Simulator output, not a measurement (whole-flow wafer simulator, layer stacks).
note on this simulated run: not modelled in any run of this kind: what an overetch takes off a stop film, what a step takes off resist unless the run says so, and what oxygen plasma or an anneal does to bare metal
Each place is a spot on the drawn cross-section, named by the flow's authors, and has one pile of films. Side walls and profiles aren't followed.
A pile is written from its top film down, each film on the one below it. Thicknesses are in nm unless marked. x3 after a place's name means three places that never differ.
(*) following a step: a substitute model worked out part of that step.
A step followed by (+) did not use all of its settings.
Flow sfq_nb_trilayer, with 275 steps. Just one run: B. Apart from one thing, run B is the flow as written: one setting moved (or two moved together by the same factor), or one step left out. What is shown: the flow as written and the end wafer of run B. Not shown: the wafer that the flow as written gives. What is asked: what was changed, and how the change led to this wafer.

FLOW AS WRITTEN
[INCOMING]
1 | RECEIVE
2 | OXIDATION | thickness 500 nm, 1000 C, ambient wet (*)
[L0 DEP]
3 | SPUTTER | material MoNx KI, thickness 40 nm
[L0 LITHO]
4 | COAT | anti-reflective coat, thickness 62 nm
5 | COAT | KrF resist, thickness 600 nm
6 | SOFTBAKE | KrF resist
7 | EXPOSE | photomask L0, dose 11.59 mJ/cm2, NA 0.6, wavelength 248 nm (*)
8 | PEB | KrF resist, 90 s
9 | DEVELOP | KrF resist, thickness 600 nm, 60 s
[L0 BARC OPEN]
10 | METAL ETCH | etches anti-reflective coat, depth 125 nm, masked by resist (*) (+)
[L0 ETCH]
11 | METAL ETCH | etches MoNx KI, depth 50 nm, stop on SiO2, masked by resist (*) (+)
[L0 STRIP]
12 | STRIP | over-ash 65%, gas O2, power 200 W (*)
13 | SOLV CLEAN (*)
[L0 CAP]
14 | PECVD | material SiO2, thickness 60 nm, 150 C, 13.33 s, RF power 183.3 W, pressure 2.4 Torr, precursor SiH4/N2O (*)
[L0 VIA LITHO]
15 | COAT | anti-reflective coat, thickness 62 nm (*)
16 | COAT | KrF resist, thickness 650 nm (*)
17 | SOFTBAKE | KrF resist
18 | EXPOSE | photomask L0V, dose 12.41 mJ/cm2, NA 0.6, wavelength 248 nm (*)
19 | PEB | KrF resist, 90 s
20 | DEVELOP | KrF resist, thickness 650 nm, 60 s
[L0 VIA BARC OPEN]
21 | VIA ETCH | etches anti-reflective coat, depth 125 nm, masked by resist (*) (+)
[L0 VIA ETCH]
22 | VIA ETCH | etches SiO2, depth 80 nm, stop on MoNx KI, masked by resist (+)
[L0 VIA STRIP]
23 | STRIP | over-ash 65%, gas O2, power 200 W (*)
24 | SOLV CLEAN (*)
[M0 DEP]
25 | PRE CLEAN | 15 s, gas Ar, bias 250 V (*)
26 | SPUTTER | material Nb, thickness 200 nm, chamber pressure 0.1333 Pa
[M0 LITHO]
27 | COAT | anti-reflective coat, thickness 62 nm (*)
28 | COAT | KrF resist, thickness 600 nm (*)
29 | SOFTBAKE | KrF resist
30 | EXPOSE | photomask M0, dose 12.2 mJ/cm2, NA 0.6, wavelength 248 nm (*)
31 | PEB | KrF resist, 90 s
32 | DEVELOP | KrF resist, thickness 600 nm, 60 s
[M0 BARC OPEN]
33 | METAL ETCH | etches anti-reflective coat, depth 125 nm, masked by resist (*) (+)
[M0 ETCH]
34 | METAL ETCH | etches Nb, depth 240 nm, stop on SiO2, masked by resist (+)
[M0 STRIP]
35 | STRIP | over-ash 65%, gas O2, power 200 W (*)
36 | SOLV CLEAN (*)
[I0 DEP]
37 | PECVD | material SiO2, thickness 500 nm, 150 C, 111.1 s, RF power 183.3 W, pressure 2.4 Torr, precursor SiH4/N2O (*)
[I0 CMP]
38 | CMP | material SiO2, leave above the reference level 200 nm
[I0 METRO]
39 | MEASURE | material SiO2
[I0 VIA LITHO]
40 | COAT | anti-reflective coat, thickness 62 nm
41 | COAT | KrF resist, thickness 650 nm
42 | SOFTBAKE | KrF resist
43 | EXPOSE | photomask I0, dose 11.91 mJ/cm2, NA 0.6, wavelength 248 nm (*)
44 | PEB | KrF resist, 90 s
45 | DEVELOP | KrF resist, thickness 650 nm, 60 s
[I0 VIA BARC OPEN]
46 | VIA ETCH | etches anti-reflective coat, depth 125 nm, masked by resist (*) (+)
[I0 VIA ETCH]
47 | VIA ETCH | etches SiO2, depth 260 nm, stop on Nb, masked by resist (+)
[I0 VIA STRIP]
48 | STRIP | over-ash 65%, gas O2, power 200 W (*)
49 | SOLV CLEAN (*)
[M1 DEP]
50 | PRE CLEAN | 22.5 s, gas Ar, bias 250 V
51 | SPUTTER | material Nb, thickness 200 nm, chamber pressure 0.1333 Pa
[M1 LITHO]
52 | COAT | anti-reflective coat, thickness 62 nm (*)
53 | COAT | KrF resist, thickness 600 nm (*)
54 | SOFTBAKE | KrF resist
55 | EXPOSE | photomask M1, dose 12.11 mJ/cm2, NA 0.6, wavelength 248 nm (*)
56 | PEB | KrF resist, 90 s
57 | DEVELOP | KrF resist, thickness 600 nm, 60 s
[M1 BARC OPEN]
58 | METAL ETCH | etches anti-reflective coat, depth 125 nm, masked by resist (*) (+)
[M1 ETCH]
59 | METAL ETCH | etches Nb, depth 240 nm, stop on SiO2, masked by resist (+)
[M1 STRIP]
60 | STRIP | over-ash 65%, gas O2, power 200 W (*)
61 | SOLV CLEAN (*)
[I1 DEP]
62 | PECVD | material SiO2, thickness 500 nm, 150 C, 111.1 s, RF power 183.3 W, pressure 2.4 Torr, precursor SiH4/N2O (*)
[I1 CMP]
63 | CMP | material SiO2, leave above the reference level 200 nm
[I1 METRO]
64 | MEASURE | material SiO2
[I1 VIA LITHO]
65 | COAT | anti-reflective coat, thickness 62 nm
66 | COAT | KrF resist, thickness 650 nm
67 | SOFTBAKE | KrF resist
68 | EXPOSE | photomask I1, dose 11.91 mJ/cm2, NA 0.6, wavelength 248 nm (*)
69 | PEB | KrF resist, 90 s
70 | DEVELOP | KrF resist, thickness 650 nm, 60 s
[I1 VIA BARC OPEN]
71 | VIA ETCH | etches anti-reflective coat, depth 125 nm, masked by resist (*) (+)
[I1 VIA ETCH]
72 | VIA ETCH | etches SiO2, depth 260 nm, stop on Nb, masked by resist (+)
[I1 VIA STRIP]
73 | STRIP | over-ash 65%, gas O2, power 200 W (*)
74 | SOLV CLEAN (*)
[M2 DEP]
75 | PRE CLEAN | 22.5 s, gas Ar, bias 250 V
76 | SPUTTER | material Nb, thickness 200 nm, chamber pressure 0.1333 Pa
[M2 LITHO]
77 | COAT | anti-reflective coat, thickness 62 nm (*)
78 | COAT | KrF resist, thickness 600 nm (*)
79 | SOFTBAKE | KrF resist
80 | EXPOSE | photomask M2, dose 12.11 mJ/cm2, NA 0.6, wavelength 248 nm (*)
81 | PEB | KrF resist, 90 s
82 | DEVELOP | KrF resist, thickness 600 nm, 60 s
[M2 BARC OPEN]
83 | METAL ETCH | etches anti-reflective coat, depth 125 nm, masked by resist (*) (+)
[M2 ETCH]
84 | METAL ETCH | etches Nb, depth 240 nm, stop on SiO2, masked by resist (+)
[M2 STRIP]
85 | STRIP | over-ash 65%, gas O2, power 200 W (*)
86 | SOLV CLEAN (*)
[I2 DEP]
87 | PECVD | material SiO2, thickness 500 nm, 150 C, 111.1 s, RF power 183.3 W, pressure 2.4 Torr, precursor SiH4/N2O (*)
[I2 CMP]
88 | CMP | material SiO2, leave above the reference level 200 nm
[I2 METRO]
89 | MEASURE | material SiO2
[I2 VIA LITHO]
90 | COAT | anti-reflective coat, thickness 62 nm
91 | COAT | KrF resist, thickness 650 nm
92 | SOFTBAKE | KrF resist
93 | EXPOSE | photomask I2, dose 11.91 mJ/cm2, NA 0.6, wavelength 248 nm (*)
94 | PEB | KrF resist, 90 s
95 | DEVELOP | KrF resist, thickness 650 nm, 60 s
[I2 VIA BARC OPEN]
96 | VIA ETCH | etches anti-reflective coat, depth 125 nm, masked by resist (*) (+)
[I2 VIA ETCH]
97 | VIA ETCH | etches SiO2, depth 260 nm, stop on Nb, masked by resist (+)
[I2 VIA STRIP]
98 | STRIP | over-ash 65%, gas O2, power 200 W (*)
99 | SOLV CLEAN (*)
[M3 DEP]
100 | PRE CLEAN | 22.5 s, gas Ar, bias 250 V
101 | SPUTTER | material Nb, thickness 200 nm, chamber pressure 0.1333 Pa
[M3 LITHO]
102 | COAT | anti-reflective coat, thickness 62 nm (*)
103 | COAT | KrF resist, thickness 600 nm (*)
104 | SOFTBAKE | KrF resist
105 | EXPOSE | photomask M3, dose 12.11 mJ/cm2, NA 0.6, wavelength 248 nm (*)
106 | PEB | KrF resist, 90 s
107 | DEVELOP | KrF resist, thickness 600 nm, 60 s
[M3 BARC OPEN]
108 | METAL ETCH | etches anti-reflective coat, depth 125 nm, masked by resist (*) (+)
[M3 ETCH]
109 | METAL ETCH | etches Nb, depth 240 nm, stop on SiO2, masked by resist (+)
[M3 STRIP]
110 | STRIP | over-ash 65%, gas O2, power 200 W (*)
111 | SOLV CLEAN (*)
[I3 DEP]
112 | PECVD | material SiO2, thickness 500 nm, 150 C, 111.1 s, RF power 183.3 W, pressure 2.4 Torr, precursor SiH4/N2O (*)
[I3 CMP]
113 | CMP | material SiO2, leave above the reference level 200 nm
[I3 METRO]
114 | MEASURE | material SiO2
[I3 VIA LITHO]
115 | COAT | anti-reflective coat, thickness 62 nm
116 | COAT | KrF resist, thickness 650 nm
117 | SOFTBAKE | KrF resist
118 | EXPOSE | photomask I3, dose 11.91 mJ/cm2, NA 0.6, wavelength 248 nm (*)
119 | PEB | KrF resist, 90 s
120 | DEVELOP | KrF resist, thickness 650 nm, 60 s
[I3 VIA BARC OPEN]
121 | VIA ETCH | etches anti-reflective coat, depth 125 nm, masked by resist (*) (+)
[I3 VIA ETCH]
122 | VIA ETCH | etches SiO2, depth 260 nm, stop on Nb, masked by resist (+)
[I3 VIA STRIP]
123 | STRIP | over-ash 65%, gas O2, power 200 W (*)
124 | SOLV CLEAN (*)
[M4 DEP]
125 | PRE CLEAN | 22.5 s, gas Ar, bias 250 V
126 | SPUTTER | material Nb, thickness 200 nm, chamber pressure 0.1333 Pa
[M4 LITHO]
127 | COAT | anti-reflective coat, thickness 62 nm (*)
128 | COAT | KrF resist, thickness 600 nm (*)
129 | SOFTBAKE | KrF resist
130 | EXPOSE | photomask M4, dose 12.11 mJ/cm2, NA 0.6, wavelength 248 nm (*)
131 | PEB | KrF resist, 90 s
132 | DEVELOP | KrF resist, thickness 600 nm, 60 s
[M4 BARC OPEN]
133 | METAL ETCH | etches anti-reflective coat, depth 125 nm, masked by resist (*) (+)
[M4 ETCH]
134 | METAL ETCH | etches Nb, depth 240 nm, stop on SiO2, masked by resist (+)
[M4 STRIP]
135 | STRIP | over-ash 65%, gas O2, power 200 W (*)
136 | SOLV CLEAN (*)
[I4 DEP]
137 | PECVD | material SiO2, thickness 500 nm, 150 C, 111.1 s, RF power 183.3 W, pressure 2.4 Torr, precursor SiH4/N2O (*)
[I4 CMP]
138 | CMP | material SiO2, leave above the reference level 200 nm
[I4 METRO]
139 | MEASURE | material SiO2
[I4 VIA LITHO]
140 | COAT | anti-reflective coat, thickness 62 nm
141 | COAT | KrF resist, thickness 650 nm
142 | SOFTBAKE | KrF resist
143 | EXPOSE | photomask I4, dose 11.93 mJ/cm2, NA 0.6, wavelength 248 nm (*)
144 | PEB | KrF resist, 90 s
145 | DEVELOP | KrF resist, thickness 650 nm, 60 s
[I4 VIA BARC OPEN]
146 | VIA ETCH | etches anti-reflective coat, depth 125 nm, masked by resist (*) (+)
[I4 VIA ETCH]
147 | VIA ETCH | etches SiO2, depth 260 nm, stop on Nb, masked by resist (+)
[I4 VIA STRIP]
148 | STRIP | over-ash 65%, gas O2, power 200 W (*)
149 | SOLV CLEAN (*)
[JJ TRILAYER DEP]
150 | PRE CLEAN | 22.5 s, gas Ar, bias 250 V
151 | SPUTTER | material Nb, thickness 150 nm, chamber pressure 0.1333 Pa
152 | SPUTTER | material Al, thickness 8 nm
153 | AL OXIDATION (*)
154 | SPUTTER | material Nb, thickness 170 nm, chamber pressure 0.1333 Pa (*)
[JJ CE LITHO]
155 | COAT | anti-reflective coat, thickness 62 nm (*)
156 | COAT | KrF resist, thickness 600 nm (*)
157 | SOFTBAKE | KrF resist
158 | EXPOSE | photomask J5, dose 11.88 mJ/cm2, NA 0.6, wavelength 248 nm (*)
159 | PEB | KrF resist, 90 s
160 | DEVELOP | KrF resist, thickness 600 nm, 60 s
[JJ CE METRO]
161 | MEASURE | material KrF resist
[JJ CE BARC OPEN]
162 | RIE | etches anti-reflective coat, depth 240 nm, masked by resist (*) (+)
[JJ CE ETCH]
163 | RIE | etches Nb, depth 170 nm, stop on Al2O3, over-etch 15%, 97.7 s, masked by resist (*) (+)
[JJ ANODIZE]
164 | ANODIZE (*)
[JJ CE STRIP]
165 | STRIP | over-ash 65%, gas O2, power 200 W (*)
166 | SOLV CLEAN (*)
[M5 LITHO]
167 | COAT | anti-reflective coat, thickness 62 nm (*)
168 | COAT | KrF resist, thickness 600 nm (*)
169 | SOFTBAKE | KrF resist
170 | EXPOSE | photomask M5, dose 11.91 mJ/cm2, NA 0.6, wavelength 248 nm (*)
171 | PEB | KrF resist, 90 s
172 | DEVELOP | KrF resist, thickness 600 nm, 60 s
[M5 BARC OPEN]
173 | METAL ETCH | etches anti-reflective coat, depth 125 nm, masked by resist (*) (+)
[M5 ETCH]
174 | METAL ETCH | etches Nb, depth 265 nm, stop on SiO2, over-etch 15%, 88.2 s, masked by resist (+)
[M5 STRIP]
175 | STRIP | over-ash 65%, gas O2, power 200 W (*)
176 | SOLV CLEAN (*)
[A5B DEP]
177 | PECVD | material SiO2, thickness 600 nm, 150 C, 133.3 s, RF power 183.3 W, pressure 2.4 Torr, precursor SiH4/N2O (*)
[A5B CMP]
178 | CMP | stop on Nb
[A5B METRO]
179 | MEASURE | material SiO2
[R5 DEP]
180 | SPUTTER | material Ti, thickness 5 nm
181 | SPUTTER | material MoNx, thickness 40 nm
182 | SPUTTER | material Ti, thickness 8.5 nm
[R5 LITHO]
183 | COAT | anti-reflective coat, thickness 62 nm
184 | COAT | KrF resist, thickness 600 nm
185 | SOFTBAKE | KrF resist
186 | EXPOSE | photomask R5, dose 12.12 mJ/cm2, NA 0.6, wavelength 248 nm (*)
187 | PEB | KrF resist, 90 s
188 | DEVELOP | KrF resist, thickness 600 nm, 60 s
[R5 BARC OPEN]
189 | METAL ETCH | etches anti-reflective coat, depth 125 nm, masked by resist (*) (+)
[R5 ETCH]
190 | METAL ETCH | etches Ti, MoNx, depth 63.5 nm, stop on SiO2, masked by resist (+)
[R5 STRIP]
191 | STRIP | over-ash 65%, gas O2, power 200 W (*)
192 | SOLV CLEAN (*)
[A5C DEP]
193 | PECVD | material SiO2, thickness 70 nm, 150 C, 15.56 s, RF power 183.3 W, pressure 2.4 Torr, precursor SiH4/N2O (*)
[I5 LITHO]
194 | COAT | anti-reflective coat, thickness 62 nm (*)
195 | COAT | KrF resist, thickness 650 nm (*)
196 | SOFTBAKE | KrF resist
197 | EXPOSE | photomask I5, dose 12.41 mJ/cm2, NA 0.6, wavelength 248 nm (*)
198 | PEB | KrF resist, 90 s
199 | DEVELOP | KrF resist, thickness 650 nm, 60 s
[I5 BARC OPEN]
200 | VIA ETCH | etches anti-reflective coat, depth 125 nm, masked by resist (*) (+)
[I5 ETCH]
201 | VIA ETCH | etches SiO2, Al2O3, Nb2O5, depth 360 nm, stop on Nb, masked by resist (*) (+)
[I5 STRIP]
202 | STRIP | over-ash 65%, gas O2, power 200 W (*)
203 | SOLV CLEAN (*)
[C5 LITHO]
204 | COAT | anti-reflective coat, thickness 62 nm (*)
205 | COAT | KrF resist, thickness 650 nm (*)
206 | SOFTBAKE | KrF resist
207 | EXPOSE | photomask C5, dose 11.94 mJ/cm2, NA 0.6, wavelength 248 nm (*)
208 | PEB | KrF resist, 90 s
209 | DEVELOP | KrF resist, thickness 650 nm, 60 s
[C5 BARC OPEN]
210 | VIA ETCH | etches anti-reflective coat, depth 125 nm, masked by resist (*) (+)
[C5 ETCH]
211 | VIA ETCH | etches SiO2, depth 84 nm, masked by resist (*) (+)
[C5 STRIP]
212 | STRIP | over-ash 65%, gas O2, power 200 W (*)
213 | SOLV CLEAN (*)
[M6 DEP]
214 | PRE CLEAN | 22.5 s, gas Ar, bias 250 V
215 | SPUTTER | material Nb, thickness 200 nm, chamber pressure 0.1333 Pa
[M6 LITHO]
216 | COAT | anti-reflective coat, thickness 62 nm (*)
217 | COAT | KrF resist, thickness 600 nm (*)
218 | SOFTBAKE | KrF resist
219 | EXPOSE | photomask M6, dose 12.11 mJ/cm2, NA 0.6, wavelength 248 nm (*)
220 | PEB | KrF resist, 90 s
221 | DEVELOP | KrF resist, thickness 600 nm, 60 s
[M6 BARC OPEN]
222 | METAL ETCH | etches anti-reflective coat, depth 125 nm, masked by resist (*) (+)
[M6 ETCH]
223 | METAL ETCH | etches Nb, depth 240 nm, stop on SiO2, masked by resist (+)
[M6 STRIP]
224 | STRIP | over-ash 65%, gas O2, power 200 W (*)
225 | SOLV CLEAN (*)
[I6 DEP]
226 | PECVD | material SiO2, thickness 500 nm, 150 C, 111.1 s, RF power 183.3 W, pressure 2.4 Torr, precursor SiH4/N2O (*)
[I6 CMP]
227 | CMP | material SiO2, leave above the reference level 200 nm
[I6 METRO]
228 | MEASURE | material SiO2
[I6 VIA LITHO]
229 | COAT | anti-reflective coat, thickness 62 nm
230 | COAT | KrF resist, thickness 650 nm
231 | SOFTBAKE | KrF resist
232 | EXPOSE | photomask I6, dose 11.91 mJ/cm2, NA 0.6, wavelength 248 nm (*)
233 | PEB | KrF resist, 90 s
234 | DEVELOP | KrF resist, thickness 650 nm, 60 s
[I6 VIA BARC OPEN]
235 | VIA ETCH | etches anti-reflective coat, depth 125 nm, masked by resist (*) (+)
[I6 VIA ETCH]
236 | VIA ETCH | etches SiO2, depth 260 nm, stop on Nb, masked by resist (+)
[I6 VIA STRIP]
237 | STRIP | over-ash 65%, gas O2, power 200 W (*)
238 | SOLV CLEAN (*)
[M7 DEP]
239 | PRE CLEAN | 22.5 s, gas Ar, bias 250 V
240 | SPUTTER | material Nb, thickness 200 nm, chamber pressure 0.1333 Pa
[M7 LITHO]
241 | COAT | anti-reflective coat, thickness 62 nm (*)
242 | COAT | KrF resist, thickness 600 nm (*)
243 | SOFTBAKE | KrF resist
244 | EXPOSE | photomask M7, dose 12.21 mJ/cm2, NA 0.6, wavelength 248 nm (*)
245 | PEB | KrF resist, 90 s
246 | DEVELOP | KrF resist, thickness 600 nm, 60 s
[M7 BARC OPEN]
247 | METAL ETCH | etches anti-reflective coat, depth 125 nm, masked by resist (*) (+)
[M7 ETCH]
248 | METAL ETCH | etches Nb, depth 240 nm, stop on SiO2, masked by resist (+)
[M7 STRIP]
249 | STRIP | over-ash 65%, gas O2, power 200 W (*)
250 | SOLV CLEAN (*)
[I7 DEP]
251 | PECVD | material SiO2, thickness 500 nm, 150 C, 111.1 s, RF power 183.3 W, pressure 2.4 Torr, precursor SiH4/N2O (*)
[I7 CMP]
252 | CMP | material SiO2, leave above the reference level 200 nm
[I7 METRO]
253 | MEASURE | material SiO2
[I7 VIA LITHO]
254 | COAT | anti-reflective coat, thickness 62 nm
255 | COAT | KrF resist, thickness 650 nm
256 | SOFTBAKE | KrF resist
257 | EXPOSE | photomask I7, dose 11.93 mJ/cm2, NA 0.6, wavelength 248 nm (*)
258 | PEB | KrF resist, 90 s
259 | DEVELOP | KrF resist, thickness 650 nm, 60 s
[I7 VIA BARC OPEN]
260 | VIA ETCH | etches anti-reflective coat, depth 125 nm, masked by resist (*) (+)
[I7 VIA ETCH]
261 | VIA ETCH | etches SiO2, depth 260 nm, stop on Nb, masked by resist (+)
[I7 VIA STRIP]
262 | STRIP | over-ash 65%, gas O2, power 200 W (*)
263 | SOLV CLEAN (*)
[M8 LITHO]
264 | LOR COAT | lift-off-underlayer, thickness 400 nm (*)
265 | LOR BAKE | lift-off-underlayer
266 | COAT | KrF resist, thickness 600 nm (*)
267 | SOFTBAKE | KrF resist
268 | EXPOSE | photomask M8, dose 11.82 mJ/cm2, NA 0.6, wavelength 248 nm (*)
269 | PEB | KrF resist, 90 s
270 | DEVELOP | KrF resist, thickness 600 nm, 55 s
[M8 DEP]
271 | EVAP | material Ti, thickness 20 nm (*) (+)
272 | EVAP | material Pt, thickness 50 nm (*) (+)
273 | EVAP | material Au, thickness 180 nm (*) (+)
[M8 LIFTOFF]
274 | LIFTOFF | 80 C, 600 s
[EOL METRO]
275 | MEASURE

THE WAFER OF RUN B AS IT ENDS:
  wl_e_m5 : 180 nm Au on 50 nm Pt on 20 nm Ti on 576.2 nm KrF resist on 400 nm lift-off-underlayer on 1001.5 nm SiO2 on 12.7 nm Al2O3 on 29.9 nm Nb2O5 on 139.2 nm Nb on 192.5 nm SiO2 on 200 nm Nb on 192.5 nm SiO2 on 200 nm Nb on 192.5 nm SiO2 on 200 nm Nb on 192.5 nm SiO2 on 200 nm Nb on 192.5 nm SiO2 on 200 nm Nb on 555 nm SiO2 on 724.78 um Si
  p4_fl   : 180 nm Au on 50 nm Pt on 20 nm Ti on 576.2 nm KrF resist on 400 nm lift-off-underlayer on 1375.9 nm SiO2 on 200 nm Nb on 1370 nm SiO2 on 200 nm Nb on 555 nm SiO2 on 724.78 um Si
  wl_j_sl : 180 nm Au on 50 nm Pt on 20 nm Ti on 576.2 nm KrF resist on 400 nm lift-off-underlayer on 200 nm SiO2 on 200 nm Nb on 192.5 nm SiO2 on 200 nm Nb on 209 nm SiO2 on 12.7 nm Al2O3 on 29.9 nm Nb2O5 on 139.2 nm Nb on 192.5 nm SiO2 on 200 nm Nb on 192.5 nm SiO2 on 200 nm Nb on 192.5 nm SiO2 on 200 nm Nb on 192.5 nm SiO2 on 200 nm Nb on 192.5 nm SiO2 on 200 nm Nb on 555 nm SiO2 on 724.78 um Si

What caused this: step 274, LIFTOFF: 80 C, 600 s, was not run.

The path from the change to this, step by step:
  (no step that both runs have acts differently)
Taking metal films that touch as one body, wl_e_m5 has 7 bodies (between them, from the top down: KrF resist 576.2 / lift-off-underlayer 400 / SiO2 1001.5 / Al2O3 12.7 / Nb2O5 29.9; SiO2 192.5; SiO2 192.5; SiO2 192.5; SiO2 192.5; SiO2 192.5); the flow as written gives 6 bodies (between them, from the top down: SiO2 192.5; SiO2 192.5; SiO2 192.5; SiO2 192.5; SiO2 192.5).
Taking metal films that touch as one body, p4_fl has 3 bodies (between them, from the top down: KrF resist 576.2 / lift-off-underlayer 400 / SiO2 1375.9; SiO2 1370); the flow as written gives 2 bodies (between them, from the top down: SiO2 1370).
Taking metal films that touch as one body, wl_j_sl has 9 bodies (between them, from the top down: KrF resist 576.2 / lift-off-underlayer 400 / SiO2 200; SiO2 192.5; SiO2 209 / Al2O3 12.7 / Nb2O5 29.9; SiO2 192.5; SiO2 192.5; SiO2 192.5; SiO2 192.5; SiO2 192.5); the flow as written gives 8 bodies (between them, from the top down: SiO2 192.5; SiO2 209 / Al2O3 12.7 / Nb2O5 29.9; SiO2 192.5; SiO2 192.5; SiO2 192.5; SiO2 192.5; SiO2 192.5).
